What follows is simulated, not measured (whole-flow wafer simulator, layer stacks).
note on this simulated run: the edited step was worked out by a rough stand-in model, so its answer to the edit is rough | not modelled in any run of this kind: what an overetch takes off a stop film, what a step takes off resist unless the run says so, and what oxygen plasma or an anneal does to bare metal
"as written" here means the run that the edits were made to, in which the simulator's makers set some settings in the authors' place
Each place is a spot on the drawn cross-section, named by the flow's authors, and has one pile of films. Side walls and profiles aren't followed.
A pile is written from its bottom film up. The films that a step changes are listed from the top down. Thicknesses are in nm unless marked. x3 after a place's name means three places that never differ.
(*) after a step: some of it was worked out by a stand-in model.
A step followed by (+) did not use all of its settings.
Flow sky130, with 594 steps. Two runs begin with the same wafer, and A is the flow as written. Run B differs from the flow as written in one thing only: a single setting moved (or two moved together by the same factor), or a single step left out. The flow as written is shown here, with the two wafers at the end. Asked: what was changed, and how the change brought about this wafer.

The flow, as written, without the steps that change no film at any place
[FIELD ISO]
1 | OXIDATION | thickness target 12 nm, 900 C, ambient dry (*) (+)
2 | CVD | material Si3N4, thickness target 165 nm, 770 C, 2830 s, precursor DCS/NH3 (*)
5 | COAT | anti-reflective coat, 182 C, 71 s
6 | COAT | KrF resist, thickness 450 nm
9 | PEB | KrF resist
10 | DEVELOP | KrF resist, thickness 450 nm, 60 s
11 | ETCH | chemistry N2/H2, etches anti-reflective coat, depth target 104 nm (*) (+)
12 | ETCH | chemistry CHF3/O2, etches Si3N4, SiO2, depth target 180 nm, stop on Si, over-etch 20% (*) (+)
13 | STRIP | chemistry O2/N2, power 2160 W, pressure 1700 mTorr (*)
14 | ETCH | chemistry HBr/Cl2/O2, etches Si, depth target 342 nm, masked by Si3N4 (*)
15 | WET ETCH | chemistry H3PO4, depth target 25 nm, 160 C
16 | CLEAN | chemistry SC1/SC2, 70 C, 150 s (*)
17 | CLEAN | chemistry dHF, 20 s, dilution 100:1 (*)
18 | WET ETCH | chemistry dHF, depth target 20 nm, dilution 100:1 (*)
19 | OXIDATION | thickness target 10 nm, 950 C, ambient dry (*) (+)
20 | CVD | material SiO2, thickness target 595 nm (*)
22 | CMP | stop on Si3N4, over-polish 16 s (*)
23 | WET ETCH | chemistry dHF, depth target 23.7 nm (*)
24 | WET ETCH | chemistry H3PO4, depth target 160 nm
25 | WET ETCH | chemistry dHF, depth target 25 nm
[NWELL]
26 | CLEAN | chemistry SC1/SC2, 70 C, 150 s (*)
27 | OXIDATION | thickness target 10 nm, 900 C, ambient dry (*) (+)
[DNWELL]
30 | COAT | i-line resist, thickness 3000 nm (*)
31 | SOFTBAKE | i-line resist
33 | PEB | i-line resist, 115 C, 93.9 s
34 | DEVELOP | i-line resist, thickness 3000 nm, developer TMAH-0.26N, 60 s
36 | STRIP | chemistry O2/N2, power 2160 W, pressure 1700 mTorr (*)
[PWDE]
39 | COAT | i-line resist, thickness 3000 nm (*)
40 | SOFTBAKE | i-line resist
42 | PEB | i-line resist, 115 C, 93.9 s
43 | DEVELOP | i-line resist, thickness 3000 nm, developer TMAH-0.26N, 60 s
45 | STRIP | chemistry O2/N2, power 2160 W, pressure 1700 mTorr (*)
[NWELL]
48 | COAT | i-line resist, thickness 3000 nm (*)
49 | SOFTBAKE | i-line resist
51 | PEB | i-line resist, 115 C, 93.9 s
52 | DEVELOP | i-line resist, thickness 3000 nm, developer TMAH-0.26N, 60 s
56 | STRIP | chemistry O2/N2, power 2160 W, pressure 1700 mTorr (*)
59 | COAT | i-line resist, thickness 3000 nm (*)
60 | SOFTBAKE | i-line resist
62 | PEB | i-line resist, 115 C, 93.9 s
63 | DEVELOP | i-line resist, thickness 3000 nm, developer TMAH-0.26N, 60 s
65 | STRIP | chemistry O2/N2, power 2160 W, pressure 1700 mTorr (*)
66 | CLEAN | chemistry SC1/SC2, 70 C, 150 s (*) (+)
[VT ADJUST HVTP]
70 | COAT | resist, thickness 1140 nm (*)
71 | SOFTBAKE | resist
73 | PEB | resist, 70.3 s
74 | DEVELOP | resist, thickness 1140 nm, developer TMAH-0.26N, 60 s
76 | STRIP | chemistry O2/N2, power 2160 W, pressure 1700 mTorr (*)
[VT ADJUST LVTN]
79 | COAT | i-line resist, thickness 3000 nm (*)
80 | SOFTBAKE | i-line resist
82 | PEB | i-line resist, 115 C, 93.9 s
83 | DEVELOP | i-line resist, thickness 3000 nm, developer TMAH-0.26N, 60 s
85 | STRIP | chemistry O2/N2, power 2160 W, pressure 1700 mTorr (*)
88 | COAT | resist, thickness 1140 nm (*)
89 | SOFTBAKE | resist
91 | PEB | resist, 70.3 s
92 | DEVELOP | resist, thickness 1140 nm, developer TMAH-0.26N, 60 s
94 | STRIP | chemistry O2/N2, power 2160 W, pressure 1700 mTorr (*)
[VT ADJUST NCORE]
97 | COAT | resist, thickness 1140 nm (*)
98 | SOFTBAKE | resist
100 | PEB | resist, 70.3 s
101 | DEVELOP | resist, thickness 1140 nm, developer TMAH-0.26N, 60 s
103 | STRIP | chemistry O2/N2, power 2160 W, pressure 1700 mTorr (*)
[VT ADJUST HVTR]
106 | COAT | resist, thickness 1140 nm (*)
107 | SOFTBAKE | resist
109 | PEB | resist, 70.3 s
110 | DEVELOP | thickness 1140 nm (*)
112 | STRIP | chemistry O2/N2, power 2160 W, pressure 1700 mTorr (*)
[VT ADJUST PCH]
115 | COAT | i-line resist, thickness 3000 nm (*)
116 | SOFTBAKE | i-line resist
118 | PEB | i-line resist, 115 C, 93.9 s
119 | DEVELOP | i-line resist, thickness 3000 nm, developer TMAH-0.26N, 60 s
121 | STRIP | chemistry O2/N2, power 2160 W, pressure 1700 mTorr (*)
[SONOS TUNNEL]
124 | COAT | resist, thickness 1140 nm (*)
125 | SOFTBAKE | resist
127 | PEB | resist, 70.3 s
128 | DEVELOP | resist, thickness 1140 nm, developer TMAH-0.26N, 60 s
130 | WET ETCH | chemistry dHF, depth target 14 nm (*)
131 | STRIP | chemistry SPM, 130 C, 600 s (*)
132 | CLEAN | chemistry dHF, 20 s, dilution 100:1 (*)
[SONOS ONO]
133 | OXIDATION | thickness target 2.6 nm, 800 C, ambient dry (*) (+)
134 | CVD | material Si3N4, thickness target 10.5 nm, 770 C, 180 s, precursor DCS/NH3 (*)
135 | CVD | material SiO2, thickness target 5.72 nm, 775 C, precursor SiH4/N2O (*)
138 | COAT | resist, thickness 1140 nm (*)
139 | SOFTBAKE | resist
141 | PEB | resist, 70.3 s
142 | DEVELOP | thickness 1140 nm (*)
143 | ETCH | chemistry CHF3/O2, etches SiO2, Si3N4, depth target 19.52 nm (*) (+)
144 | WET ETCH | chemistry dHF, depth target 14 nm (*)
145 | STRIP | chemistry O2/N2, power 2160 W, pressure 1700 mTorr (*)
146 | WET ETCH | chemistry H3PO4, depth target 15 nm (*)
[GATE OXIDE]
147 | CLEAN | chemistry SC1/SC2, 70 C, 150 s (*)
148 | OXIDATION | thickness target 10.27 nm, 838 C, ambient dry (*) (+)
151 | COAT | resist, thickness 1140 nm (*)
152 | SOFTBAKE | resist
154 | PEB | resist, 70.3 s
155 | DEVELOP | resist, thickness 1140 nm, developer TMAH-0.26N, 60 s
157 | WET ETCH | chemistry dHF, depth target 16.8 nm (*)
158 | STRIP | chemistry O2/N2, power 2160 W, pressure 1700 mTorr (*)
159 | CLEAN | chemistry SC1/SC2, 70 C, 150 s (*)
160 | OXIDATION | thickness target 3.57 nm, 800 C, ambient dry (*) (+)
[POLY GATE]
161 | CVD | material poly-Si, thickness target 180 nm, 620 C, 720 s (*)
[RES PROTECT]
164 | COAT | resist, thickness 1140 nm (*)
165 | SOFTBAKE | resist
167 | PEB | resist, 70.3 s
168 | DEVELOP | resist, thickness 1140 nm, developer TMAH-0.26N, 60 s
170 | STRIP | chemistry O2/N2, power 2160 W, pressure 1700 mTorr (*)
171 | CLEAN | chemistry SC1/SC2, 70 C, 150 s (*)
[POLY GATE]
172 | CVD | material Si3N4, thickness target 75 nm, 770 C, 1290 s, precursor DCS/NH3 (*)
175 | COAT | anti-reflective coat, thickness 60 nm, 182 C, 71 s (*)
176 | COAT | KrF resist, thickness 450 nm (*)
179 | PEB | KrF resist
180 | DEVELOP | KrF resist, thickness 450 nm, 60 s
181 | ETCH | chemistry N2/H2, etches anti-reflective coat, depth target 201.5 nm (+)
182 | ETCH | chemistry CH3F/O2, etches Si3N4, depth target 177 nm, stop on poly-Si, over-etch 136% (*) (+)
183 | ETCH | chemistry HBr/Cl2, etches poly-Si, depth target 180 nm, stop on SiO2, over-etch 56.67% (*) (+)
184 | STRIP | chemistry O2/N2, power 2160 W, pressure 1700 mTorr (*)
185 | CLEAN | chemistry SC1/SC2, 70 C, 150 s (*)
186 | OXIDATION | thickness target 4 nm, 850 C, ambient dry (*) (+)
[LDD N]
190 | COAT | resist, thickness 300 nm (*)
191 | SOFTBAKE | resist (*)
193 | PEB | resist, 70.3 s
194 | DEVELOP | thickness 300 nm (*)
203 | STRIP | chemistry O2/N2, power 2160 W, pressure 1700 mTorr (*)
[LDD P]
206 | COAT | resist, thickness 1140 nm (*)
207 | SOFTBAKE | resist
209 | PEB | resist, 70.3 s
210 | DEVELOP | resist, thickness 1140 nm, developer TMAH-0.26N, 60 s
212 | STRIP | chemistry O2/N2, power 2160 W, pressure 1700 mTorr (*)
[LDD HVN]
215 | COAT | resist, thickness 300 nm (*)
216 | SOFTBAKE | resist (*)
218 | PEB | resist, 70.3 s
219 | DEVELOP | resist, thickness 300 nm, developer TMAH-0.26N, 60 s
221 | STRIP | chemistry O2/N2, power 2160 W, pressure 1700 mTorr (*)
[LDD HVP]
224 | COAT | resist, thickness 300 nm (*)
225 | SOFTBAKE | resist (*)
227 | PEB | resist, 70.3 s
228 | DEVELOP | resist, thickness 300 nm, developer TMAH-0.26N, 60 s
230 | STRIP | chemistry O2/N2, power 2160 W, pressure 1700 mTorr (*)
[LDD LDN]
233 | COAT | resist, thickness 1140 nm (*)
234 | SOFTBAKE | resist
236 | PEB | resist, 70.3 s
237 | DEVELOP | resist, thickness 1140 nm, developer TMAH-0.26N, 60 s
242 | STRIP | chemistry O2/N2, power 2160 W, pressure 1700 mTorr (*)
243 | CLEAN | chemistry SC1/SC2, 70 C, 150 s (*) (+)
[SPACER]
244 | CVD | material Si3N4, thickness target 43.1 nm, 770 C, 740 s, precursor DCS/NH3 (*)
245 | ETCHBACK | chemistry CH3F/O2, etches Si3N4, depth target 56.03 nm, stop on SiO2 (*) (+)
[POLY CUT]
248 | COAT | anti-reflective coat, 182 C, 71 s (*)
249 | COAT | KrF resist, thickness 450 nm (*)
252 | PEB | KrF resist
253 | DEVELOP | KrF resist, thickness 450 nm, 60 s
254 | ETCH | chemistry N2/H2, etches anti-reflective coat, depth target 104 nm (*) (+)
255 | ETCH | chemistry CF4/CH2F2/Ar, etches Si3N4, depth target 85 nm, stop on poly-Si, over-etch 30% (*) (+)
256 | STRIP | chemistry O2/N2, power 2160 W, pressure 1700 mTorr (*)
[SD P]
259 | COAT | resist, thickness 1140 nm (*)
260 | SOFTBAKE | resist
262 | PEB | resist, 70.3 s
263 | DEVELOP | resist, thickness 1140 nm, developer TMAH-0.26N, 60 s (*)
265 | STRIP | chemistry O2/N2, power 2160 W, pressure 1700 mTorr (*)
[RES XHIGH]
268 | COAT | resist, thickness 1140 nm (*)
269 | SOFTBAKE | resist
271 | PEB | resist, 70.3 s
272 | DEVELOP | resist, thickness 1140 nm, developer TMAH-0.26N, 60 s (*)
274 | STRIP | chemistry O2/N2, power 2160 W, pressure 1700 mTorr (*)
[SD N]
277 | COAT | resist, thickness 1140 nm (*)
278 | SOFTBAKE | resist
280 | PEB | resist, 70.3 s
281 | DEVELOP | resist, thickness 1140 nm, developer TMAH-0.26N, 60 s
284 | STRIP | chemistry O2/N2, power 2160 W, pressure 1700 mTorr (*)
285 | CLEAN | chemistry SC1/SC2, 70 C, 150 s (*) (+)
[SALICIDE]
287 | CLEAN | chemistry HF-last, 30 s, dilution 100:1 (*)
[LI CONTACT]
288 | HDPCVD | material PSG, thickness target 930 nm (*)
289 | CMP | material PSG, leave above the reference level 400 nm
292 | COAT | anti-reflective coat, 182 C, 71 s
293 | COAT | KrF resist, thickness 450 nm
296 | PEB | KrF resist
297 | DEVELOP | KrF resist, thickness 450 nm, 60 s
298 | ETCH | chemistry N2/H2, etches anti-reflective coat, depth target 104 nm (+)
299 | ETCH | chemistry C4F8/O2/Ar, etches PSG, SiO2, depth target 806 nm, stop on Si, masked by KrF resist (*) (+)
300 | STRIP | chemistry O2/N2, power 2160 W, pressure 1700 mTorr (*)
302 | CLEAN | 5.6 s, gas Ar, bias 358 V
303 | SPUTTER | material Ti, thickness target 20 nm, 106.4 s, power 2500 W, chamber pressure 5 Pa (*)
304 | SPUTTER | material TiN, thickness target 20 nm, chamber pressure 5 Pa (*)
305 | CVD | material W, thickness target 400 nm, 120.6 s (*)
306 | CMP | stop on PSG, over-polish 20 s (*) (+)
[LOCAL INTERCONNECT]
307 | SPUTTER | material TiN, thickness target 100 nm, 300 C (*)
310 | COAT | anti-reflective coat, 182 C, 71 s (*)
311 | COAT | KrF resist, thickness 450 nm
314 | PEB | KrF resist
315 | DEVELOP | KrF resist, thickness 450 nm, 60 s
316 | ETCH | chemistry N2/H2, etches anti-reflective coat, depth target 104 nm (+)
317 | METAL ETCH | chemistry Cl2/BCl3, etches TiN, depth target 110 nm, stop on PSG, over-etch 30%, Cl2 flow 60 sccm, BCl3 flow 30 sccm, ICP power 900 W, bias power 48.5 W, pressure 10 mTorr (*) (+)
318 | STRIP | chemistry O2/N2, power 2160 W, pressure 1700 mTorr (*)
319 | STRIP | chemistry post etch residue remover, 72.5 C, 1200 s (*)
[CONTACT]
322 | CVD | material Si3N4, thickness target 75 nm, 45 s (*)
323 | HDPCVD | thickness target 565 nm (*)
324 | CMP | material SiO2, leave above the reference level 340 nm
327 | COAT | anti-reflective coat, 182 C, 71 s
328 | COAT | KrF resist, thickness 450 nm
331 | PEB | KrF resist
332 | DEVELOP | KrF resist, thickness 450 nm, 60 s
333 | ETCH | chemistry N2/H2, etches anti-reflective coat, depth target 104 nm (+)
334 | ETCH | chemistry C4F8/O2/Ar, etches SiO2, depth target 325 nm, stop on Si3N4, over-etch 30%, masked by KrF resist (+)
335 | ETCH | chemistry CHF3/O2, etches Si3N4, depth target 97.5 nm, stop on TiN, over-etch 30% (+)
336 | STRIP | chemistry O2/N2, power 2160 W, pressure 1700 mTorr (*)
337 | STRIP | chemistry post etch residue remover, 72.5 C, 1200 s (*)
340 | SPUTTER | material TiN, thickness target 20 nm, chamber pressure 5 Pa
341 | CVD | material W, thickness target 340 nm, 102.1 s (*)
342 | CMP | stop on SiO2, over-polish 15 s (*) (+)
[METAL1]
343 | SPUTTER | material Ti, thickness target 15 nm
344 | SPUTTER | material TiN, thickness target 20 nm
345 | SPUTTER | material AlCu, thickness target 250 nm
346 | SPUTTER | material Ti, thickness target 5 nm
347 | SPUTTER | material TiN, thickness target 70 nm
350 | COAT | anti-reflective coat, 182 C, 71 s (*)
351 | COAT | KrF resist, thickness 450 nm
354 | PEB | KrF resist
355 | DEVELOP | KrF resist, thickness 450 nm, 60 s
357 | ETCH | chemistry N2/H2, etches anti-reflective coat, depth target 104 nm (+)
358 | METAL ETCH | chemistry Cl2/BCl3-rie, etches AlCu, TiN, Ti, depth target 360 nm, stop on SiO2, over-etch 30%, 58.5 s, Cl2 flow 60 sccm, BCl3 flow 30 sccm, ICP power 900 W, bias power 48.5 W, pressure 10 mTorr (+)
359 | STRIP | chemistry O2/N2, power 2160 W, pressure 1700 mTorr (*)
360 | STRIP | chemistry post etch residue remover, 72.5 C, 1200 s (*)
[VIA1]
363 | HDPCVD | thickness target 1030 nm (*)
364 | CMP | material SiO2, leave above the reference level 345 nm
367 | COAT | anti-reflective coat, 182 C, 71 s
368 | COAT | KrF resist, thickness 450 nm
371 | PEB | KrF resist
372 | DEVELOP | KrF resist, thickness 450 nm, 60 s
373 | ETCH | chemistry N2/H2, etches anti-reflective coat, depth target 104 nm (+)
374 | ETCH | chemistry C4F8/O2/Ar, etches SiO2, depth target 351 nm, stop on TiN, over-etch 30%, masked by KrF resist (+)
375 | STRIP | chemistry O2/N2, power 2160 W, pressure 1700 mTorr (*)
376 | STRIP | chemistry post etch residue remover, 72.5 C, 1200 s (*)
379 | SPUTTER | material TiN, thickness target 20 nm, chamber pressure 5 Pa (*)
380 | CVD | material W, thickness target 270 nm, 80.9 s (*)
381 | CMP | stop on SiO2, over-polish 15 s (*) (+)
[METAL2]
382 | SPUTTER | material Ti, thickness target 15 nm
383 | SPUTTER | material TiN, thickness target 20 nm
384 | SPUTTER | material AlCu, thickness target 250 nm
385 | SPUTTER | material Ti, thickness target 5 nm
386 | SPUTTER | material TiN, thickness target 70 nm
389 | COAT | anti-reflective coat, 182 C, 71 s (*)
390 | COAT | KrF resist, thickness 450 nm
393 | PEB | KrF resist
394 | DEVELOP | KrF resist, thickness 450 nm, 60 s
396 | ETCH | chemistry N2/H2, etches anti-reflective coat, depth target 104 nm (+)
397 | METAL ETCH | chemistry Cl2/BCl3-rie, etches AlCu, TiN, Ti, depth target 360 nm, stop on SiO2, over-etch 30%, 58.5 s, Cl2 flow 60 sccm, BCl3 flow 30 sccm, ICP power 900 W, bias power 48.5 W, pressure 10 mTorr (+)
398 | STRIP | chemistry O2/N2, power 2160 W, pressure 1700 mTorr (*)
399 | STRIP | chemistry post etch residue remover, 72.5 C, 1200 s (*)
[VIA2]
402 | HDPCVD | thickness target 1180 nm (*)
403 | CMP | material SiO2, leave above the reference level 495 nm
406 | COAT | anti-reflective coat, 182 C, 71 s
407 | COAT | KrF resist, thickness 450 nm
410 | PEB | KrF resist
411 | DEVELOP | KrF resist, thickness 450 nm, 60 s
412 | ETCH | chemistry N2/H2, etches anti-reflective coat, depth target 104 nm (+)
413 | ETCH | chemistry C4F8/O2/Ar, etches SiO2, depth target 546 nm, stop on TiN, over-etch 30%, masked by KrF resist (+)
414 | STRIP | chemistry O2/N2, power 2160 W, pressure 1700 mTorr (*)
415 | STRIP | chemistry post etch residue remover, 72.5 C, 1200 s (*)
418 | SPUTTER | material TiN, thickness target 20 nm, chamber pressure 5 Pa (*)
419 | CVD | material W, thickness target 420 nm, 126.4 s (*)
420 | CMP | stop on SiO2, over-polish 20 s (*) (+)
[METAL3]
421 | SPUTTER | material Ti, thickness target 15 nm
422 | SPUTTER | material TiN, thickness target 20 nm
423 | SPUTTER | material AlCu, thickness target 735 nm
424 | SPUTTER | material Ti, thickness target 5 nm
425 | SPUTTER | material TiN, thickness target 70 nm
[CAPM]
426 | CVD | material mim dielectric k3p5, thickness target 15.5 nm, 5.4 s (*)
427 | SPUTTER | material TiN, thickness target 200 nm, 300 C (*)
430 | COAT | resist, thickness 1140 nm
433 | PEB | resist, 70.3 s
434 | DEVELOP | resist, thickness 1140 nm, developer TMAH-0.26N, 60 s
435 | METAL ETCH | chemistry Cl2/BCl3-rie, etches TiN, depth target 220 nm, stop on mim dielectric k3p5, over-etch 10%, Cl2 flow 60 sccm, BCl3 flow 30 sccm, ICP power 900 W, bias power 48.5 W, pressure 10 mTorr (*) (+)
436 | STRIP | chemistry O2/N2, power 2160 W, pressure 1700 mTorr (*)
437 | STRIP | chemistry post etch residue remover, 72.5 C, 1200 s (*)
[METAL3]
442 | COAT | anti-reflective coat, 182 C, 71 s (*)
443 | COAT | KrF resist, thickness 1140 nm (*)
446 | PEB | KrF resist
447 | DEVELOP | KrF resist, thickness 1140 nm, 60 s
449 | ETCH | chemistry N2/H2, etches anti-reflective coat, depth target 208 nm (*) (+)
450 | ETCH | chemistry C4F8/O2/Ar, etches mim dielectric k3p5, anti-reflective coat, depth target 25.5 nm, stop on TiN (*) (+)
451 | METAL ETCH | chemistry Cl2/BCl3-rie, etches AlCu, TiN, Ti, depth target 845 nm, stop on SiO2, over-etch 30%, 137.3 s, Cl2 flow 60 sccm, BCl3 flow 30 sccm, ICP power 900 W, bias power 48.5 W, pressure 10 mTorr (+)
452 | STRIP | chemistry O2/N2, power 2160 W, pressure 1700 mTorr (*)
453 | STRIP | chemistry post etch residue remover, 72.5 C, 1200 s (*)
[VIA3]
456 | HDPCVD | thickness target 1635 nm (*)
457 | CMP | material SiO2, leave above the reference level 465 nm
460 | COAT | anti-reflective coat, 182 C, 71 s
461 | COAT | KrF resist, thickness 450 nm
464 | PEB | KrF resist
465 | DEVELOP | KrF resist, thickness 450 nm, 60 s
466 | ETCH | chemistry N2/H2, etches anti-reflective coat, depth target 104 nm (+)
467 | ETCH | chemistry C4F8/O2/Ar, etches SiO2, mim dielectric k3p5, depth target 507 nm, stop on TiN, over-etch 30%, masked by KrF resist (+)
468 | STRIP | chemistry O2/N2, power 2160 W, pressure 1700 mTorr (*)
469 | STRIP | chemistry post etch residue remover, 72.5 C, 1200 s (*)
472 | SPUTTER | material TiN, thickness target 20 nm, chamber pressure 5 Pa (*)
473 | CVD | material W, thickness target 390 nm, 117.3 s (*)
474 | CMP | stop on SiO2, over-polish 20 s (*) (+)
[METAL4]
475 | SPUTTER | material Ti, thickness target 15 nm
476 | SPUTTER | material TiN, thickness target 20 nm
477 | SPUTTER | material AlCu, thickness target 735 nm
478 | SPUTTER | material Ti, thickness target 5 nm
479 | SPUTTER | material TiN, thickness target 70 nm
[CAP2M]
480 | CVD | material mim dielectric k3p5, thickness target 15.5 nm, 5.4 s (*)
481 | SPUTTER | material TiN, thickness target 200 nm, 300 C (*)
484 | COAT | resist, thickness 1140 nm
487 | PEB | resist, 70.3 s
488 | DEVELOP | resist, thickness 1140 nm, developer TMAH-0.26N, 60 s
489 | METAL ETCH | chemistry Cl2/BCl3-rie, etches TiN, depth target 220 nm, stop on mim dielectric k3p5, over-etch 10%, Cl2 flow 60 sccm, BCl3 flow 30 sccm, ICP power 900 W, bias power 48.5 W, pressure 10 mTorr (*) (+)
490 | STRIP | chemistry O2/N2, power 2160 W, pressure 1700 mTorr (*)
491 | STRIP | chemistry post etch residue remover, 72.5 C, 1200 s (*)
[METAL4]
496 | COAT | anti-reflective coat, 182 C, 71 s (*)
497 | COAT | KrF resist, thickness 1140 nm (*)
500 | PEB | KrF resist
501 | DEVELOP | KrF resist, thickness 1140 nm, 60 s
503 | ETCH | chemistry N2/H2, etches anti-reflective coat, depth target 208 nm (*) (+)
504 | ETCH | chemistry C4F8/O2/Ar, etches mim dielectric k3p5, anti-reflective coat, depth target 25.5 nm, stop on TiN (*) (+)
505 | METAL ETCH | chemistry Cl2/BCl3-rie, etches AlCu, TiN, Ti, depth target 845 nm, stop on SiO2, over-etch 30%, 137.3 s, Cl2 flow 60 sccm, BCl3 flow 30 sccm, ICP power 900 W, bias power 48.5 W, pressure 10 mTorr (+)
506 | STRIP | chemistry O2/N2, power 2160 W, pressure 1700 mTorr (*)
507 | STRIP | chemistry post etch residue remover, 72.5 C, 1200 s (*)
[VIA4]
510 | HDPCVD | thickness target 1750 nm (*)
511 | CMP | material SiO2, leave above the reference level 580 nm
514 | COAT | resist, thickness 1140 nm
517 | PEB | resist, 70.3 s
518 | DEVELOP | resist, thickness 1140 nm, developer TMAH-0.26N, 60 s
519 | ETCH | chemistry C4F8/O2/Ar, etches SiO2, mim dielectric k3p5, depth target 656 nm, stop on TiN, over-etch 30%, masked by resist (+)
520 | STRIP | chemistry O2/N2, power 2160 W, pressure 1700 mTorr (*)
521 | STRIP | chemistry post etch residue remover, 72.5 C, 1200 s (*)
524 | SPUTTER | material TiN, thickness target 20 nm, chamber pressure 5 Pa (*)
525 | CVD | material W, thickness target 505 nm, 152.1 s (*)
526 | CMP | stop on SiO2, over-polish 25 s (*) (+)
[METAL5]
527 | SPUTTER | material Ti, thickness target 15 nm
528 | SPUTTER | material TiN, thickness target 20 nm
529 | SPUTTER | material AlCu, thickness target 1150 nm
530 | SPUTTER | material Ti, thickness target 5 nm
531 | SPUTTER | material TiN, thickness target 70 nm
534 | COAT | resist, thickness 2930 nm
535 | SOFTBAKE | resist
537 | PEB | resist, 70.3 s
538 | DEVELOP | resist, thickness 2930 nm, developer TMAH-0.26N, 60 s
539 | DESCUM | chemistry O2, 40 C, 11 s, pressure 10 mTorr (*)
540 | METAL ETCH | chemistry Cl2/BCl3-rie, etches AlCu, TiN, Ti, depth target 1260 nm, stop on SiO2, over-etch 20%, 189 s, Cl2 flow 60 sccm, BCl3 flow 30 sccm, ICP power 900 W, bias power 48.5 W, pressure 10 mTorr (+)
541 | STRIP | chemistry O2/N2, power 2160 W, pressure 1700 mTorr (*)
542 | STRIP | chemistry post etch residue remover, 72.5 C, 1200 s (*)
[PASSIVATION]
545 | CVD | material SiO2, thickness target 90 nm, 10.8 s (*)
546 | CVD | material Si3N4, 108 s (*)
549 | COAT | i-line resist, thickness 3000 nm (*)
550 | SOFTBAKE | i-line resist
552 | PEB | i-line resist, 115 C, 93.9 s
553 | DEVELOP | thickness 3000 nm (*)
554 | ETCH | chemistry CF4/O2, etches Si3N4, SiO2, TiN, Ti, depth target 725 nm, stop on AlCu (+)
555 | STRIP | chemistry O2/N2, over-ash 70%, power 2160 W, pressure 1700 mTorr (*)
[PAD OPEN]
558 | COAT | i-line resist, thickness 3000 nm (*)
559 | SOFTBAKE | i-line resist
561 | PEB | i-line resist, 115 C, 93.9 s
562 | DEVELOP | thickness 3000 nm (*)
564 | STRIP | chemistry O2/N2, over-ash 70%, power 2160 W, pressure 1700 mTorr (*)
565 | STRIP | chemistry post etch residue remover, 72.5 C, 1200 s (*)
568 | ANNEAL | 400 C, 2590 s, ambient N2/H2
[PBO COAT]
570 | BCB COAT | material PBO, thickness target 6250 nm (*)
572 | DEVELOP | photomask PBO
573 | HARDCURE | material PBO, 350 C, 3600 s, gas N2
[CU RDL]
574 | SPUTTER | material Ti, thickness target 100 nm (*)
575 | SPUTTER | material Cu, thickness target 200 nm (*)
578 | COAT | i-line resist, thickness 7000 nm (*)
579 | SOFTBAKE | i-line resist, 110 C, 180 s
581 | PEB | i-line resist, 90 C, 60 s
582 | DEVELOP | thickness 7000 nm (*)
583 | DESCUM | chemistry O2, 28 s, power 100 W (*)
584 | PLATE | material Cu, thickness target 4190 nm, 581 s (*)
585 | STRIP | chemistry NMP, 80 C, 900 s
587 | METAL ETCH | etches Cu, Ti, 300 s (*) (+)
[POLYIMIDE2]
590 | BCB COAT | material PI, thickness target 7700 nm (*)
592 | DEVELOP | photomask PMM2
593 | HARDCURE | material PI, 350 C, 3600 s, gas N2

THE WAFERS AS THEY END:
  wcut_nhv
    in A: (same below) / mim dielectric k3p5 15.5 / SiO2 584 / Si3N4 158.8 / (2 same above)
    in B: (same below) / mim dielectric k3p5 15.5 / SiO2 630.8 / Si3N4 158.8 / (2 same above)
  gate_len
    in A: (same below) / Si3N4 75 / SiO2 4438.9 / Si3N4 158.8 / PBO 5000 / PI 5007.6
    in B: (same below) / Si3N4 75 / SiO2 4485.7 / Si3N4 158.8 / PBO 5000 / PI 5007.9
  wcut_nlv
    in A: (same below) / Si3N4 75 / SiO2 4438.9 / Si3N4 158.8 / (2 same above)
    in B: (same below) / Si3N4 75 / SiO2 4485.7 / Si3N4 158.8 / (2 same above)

Cause: step 545, CVD: thickness target 124 nm was run, though the flow has thickness target 90 nm; step 545, CVD: 14.9 s was run, where the flow has 10.8 s.

The path from the change to this, step by step:
  545 | CVD | material SiO2, thickness target 90 nm, 10.8 s (*)
      field, active, gate and 175 more: A SiO2 gains 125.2 | B SiO2 gains 172
      n_well, p_well, sd_n and 12 more: A SiO2 gains 125.2 (new film) | B SiO2 gains 172 (new film)
  550 | SOFTBAKE | i-line resist
      gate_p_lvt, iso_guard_hv_nw: A i-line resist gains 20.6 | B i-line resist gains 21.9
      active: A i-line resist gains 12 | B i-line resist gains 13
      (as well as at 55 more places)
  554 | ETCH | chemistry CF4/O2, etches Si3N4, SiO2, TiN, Ti, depth target 725 nm, stop on AlCu (+)
      field, active, n_well and 189 more: A i-line resist loses 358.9 | B i-line resist loses 405.7
      pad: A Si3N4 loses 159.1 (all of it), SiO2 loses 125.2 (all of it), TiN loses 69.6 (all of it), Ti loses 5 (all of it) | B Si3N4 loses 159.1 (all of it), SiO2 loses 172 (all of it), TiN loses 69.6 (all of it), Ti loses 5 (all of it)
  555 | STRIP | chemistry O2/N2, over-ash 70%, power 2160 W, pressure 1700 mTorr (*)
      n_well, p_well, sd_n, sd_p: A i-line resist loses 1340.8 (all of it) | B i-line resist loses 1294 (all of it)
      m1: A i-line resist loses 1364.1 (all of it) | B i-line resist loses 1319.1 (all of it)
      (as well as at 8 more places)
  558 | COAT | i-line resist, thickness 3000 nm (*)
      pad: A i-line resist gains 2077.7 (new film) | B i-line resist gains 2124.8 (new film)
  559 | SOFTBAKE | i-line resist
      gate_p_lvt, iso_guard_hv_nw: A i-line resist gains 20.6 | B i-line resist gains 21.9
      field: A i-line resist gains 12.5 | B i-line resist gains 13.5
      (as well as at 62 more places)
  561 | PEB | i-line resist, 115 C, 93.9 s
      pad: A i-line resist loses 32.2 | B i-line resist loses 33
  562 | DEVELOP | thickness 3000 nm (*)
      pad: A i-line resist loses 2045.5 (all of it) | B i-line resist loses 2091.8 (all of it)
  578 | COAT | i-line resist, thickness 7000 nm (*)
      pad: A i-line resist gains 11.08 um (new film) | B i-line resist gains 11.13 um (new film)
  579 | SOFTBAKE | i-line resist, 110 C, 180 s
      rpo_hd_licon, mim2: A i-line resist loses 14.9 | B i-line resist loses 15.6
      mim: A i-line resist loses 16.8 | B i-line resist loses 17.6
      (as well as at 22 more places)
  582 | DEVELOP | thickness 7000 nm (*)
      pad: A i-line resist loses 11.08 um (all of it) | B i-line resist loses 11.13 um (all of it)
